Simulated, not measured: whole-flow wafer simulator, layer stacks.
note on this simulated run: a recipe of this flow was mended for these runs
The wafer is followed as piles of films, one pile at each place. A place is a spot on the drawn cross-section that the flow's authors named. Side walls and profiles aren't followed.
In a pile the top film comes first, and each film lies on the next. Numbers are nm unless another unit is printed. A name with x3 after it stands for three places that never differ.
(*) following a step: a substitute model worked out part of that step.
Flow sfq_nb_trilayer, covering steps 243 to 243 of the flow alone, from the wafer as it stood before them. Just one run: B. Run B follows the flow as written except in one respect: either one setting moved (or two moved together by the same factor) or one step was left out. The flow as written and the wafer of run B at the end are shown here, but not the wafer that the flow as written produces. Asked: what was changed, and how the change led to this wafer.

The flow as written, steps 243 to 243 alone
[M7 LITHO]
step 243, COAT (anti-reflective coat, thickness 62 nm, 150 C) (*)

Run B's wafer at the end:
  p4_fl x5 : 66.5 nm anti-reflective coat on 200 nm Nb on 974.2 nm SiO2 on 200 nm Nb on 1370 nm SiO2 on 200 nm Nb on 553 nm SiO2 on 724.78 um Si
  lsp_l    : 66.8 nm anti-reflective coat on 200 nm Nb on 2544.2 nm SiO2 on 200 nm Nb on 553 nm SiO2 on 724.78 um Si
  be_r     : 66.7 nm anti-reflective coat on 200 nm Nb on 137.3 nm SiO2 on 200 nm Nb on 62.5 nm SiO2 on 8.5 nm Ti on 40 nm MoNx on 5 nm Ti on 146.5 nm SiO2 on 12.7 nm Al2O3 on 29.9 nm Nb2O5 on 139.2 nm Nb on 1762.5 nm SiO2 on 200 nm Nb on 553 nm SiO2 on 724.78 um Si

Cause: step 243, COAT: thickness 66.5 nm was run, while the flow as written has thickness 62 nm.
One can read it off the wafer: p4_fl x5 has anti-reflective coat 66.5, and step 243 as written asks for 62 nm.

The path from the change to this, step by step:
  step 243, COAT (anti-reflective coat, thickness 62 nm, 150 C) (*)
      p4_fl x5, p4_w1 x9, p3_s0 x15 and 48 more: anti-reflective coat gains 66.5 (new film) (as written it would have been: anti-reflective coat gains 62 (new film))
      lsp_l, ln_m5, lsp_m, ln_m6, lsp_r, l0_sur, l0v: anti-reflective coat gains 66.8 (new film) (as written it would have been: anti-reflective coat gains 62.3 (new film))
      (as well as at 22 more places)
